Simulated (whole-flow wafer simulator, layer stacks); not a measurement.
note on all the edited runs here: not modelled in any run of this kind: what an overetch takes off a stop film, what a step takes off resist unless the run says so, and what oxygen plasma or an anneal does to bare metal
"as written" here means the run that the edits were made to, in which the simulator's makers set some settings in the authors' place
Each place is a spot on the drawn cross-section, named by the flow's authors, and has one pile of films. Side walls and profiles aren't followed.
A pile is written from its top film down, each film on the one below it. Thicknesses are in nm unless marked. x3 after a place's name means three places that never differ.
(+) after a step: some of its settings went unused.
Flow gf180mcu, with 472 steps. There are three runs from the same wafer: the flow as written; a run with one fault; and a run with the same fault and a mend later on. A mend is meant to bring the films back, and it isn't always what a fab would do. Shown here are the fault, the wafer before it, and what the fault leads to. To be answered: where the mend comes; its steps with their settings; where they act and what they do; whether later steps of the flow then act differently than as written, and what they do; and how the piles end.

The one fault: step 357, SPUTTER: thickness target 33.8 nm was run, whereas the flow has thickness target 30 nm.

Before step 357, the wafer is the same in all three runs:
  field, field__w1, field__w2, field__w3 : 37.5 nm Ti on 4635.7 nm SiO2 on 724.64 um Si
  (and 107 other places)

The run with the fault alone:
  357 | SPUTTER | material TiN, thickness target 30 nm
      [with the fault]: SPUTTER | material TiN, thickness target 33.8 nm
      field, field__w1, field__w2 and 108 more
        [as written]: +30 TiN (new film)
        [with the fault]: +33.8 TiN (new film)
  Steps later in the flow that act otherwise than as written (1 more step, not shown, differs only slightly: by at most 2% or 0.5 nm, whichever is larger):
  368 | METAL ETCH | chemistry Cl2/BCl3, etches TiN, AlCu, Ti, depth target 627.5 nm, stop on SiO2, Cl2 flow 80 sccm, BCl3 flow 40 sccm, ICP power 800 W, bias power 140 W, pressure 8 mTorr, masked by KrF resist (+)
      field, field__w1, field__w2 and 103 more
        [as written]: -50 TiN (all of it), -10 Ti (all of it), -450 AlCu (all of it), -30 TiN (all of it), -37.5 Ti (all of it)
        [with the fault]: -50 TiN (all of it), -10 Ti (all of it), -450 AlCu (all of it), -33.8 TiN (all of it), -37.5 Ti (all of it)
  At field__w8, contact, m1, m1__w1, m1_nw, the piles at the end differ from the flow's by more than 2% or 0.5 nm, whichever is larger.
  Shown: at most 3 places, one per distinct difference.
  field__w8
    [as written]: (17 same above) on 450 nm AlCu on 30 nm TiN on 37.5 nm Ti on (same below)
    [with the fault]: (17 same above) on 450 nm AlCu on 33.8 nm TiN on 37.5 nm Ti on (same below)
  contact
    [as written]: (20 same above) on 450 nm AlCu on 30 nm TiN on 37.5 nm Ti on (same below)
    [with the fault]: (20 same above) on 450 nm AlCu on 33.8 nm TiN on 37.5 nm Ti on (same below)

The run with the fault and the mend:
  After step 357 comes the mend.
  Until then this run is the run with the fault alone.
  357a | METAL ETCH | chemistry Cl2/BCl3, etches TiN, AlCu, Ti, depth target 3.8 nm, Cl2 flow 80 sccm, BCl3 flow 40 sccm, ICP power 800 W, bias power 140 W, pressure 8 mTorr (a further turn of the flow's step 260, with different settings)
      field, field__w1, field__w2 and 108 more
        -3.8 TiN
  Every later step of the flow that is run acts as written at every place that is followed.
  At every place that both follow, the piles at the end match the flow's.
